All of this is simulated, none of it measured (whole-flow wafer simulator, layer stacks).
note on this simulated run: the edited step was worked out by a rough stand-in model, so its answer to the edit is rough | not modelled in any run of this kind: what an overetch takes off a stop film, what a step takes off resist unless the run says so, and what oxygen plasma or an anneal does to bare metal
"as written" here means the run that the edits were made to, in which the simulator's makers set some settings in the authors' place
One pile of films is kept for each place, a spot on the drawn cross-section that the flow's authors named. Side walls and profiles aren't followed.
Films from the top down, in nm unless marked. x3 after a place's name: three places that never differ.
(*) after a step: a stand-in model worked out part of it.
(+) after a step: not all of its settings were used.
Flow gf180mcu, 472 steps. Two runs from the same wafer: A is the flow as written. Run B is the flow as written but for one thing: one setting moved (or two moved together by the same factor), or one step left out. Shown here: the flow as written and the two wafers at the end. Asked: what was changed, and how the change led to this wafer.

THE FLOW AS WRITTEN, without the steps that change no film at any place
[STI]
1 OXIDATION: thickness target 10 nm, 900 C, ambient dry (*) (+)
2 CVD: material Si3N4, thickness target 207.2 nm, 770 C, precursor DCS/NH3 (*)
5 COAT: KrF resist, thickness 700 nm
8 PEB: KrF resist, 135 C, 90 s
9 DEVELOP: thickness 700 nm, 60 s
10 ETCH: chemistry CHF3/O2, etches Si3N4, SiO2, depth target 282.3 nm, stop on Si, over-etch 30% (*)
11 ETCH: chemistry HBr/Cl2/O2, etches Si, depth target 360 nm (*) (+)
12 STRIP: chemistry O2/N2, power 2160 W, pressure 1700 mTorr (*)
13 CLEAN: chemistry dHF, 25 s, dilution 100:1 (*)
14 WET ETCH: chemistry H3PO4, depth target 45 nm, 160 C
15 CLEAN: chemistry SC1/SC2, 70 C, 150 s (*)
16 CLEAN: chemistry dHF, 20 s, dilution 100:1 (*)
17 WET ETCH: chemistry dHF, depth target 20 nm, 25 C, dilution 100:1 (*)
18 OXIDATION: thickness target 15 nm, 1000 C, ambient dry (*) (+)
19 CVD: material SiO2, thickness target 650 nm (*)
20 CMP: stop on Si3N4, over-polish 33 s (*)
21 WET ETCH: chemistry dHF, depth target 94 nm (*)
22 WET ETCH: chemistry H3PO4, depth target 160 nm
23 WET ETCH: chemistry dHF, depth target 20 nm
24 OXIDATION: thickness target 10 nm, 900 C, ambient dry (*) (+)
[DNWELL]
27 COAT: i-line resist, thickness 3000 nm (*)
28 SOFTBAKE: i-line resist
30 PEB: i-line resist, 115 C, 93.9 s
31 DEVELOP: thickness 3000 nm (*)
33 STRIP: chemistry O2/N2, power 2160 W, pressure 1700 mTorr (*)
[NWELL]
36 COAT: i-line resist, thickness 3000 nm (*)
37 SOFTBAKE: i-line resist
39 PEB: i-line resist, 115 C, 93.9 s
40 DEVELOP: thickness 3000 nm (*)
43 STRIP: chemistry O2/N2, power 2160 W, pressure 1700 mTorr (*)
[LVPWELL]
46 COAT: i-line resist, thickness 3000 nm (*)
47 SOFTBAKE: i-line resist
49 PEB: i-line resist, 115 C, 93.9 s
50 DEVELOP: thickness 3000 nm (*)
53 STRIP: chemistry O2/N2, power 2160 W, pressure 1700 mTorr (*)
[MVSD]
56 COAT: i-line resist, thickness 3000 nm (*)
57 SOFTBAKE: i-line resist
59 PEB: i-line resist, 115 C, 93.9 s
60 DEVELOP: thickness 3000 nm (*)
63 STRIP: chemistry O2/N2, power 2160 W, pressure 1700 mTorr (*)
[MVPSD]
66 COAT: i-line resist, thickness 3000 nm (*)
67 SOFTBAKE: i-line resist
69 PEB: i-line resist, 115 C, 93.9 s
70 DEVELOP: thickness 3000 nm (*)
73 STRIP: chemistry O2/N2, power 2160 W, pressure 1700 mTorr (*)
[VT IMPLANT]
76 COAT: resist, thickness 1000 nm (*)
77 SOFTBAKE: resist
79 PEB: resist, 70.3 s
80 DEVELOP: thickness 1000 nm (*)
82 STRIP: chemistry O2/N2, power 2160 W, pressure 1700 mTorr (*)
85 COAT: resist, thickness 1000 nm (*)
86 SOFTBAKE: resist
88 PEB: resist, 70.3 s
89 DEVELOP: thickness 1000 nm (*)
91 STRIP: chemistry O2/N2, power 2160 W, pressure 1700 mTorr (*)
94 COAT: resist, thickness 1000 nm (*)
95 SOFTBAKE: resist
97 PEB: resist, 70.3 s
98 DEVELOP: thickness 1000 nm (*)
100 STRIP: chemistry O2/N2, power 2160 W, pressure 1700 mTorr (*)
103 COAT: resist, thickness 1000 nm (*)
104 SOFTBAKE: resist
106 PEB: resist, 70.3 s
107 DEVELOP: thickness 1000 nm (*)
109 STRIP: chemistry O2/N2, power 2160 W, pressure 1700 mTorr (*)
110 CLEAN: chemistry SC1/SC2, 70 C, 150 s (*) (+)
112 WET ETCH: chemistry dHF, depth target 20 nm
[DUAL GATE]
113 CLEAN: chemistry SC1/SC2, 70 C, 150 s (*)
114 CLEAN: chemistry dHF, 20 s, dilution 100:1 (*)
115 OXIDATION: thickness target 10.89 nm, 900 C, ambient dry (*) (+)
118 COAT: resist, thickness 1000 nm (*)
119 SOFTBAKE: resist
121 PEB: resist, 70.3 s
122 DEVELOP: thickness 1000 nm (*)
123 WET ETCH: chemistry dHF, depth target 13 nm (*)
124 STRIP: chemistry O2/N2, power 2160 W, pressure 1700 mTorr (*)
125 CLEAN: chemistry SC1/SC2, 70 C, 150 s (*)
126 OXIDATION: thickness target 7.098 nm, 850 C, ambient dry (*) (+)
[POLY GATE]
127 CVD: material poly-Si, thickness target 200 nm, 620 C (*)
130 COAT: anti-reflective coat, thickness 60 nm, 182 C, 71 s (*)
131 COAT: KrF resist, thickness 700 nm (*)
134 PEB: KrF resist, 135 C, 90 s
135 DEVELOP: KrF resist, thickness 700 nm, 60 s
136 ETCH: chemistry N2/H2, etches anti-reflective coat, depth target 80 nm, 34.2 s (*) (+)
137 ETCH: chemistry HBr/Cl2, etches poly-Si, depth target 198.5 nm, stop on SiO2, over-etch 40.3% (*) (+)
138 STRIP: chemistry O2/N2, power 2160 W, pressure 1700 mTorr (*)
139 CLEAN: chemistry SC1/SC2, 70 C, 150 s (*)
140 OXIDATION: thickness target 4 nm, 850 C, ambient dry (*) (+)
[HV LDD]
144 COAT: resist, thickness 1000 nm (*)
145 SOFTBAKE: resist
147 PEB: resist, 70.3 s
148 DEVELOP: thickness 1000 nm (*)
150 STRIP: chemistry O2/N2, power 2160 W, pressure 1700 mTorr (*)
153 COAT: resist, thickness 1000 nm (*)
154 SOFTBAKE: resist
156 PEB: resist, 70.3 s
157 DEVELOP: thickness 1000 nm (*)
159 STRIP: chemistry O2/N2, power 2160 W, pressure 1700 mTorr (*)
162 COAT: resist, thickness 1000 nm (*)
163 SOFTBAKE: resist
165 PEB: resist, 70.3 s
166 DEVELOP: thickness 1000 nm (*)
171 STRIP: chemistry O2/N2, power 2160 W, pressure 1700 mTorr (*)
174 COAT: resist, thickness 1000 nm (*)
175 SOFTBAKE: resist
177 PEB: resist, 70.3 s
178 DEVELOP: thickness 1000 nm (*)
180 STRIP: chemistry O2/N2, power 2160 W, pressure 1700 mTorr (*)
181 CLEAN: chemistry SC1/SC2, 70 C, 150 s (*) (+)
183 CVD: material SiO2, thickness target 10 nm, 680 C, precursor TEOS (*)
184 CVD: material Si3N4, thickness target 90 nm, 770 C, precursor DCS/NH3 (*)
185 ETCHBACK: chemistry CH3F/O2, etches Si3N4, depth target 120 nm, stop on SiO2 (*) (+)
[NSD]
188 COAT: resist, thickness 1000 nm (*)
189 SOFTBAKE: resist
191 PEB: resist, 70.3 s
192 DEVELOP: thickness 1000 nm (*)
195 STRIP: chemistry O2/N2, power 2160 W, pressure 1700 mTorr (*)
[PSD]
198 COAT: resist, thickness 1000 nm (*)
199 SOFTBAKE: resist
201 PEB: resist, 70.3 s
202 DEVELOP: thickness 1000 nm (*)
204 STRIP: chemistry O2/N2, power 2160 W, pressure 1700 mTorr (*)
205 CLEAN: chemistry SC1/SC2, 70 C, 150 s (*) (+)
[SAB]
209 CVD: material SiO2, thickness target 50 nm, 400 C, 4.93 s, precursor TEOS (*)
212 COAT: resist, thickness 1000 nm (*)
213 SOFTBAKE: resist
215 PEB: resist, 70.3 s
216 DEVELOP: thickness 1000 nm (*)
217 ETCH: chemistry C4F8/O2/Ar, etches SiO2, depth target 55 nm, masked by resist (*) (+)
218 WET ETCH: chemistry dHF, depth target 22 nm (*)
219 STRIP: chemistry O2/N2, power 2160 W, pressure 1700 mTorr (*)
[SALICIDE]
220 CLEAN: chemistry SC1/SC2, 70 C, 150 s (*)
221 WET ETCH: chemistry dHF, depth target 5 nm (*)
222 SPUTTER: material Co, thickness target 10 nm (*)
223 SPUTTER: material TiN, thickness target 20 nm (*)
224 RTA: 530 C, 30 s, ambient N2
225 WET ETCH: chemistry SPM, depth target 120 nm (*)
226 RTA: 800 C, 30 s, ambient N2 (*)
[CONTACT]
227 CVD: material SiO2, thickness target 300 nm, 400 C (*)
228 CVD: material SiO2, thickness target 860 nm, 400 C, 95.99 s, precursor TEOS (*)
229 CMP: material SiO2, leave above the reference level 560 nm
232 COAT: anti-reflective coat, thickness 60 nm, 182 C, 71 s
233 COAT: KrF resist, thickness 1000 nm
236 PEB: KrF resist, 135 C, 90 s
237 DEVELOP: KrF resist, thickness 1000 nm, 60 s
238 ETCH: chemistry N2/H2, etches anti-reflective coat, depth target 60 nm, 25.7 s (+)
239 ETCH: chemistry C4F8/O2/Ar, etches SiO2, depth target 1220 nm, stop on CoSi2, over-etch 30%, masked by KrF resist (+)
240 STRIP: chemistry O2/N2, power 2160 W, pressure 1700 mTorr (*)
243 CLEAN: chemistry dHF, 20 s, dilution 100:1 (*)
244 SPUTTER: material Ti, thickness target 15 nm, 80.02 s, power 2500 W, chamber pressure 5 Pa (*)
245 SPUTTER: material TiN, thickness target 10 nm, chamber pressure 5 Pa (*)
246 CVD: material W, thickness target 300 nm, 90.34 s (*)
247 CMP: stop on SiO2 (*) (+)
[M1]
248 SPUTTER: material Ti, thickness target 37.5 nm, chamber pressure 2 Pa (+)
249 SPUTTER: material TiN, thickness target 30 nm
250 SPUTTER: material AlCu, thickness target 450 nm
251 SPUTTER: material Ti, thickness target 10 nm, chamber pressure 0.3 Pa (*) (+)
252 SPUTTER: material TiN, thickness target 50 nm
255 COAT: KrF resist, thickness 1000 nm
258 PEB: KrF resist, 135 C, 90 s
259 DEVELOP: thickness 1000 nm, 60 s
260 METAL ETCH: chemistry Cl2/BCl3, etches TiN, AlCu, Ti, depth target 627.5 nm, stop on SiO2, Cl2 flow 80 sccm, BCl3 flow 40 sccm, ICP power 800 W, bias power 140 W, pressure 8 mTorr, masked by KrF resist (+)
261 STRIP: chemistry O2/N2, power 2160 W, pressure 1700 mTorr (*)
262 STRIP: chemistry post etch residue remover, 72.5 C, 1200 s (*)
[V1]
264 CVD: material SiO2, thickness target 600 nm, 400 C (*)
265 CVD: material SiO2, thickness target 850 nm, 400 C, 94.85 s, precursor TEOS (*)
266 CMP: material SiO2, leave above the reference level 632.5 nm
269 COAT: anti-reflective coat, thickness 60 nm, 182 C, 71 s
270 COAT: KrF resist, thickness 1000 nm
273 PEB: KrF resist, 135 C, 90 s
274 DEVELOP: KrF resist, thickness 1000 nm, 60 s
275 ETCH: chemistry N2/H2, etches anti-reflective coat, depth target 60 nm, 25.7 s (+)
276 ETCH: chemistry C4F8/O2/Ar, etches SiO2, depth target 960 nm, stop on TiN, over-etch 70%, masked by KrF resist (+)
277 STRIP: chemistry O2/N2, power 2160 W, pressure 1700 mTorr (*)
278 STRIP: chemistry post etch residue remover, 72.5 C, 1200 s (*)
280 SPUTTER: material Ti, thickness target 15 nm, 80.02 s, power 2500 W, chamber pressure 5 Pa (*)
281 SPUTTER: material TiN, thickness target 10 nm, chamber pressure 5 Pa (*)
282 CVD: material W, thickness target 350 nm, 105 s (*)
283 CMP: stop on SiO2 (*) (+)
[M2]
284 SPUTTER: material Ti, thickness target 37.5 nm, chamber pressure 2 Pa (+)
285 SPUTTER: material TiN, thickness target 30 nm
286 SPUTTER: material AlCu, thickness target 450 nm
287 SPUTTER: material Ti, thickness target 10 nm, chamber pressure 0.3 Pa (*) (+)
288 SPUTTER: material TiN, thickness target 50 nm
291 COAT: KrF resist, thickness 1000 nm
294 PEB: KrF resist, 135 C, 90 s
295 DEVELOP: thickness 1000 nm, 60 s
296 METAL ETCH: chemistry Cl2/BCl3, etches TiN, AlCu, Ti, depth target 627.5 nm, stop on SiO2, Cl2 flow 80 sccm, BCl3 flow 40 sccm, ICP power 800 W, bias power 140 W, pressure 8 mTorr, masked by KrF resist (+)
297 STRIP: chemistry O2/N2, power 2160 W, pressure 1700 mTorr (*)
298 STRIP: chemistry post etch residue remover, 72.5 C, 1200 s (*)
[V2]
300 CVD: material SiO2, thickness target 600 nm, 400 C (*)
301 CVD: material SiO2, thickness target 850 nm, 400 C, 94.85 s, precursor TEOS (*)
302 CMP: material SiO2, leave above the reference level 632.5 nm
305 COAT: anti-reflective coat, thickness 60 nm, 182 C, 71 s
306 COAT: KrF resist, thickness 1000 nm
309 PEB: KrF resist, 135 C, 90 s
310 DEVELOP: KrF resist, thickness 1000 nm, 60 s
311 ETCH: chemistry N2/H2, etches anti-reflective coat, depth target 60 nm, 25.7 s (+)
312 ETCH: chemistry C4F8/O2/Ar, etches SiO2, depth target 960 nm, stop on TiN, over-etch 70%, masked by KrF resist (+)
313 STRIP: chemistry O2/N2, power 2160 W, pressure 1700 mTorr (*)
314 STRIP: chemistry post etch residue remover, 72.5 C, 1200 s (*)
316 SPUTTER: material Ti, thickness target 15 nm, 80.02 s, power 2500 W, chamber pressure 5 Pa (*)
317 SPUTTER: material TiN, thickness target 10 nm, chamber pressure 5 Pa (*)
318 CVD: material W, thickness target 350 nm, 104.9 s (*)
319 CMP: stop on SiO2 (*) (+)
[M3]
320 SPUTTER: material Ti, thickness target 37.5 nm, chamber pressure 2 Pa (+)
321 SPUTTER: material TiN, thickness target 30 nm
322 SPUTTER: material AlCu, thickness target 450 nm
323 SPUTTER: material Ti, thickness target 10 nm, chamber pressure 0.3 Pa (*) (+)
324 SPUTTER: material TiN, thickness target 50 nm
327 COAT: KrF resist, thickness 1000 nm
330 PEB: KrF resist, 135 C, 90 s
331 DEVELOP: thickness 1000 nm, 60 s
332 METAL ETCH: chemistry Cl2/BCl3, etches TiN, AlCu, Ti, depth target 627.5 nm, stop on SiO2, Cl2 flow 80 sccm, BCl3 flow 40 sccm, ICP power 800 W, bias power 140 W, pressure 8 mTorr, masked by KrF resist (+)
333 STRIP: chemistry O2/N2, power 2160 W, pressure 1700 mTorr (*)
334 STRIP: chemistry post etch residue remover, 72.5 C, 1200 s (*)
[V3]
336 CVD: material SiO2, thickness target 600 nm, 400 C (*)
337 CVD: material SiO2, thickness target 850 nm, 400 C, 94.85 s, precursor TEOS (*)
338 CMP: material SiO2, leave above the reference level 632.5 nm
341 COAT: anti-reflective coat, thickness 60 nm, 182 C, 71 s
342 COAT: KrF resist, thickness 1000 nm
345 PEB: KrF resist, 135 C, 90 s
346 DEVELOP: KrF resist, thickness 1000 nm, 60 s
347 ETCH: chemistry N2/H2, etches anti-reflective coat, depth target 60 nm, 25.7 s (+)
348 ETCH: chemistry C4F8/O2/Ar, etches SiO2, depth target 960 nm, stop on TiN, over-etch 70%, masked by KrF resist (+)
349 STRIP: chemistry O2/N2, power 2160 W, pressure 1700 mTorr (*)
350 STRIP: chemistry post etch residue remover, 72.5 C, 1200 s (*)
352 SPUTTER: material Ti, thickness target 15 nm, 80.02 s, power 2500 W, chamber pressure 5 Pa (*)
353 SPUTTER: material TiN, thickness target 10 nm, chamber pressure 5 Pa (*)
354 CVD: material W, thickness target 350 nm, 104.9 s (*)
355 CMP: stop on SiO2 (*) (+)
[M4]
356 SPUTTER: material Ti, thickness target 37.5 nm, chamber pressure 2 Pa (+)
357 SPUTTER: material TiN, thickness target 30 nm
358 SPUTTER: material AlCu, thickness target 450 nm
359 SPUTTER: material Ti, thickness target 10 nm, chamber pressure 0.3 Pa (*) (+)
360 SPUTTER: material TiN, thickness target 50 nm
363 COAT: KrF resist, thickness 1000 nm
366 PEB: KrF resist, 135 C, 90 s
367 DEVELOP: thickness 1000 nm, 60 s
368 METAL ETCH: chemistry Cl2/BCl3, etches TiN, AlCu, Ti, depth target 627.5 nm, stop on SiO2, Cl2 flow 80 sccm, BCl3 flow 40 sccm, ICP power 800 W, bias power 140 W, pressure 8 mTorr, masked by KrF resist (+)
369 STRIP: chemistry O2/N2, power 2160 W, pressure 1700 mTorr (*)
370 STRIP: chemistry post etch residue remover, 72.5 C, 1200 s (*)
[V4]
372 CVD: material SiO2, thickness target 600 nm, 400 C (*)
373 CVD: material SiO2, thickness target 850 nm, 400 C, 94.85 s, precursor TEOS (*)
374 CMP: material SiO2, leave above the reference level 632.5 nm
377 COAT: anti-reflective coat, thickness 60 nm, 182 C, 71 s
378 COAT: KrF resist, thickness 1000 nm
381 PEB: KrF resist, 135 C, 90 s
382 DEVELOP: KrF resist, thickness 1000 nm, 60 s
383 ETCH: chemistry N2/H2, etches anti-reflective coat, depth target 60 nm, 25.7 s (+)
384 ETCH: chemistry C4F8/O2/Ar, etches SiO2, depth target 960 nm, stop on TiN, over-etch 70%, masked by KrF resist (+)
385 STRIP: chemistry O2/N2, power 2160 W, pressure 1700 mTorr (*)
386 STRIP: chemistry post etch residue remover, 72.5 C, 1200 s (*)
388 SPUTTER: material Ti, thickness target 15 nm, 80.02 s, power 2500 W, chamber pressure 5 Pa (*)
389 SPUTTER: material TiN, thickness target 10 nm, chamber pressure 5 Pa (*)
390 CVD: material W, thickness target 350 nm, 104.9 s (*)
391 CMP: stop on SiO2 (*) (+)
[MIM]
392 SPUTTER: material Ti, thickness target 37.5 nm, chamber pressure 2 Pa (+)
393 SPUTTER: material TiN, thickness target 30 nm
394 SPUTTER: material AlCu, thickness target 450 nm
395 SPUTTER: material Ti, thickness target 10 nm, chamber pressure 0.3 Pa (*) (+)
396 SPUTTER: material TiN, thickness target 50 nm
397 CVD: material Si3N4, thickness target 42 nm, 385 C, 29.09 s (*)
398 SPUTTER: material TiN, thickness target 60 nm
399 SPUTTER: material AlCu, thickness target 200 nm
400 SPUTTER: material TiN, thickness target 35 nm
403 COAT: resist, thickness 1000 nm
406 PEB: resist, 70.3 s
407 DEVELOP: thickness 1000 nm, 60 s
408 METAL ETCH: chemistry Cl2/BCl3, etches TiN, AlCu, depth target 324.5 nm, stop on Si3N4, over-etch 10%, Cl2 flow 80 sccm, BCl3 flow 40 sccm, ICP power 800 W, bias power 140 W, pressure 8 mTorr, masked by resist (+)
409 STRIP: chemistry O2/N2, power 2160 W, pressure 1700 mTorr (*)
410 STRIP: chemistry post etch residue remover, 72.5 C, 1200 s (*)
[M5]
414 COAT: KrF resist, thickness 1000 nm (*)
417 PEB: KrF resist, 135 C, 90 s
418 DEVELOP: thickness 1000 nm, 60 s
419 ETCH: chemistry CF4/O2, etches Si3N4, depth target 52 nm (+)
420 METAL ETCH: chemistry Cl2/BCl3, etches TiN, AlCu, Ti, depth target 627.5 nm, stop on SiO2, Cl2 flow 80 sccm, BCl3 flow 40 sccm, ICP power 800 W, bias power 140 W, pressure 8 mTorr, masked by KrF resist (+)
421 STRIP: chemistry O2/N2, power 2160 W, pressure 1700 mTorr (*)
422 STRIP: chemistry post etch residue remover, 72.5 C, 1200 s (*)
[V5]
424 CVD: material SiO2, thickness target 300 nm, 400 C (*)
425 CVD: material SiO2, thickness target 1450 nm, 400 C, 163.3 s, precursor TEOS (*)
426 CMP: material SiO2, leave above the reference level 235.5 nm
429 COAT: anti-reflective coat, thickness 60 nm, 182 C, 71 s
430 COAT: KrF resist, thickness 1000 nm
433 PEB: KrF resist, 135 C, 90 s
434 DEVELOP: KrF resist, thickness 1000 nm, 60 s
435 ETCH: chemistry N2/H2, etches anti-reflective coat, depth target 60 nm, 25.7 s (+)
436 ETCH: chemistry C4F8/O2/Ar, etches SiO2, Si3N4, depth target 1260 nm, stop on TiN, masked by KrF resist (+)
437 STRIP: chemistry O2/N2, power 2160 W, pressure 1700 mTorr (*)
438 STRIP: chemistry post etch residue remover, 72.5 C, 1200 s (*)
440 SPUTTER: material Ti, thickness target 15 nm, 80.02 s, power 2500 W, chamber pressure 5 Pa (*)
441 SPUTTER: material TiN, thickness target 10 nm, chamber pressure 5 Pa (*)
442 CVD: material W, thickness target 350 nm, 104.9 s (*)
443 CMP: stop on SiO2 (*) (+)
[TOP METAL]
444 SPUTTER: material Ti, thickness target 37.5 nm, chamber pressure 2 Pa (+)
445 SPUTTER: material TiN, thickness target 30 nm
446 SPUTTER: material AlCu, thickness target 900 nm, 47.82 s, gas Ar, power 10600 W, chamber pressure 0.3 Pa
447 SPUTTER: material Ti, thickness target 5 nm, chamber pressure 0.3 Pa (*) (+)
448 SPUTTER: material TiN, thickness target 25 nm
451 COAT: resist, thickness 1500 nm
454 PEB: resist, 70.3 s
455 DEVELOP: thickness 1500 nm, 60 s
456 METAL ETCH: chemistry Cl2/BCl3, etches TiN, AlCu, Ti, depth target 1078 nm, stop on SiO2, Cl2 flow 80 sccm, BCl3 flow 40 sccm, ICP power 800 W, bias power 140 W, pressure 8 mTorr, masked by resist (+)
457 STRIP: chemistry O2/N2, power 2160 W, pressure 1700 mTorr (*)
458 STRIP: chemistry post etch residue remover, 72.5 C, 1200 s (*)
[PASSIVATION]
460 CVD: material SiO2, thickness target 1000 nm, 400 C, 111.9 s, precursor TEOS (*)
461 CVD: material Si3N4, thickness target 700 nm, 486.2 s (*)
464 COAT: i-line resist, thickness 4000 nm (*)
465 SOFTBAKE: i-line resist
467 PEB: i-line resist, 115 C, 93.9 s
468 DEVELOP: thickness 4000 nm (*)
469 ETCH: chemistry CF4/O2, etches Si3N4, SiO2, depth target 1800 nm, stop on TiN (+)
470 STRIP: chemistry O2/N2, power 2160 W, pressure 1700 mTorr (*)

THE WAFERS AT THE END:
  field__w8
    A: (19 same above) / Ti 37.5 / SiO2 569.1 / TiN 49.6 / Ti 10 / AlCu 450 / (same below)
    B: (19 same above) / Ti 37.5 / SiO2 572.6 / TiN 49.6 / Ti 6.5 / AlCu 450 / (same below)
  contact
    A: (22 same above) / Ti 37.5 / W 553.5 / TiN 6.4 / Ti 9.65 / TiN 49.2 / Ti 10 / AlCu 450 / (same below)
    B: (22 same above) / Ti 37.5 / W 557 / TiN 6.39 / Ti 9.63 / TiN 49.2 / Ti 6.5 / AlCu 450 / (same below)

The cause: step 323, SPUTTER: thickness target 6.5 nm was run, where the flow has thickness target 10 nm.
It can be read off the wafer: field__w8 has Ti 6.5, and step 323 as written asks for 10 nm.

How the change led to this, step by step:
  323 SPUTTER: material Ti, thickness target 10 nm, chamber pressure 0.3 Pa (*) (+)
      field, field__w1, field__w2 and 108 more: A Ti +10 (new film) | B Ti +6.5 (new film)
  332 METAL ETCH: chemistry Cl2/BCl3, etches TiN, AlCu, Ti, depth target 627.5 nm, stop on SiO2, Cl2 flow 80 sccm, BCl3 flow 40 sccm, ICP power 800 W, bias power 140 W, pressure 8 mTorr, masked by KrF resist (+)
      field, field__w1, field__w2 and 103 more: A TiN -50 (all of it), Ti -10 (all of it), AlCu -450 (all of it), TiN -30 (all of it), Ti -37.5 (all of it) | B TiN -50 (all of it), Ti -6.5 (all of it), AlCu -450 (all of it), TiN -30 (all of it), Ti -37.5 (all of it)
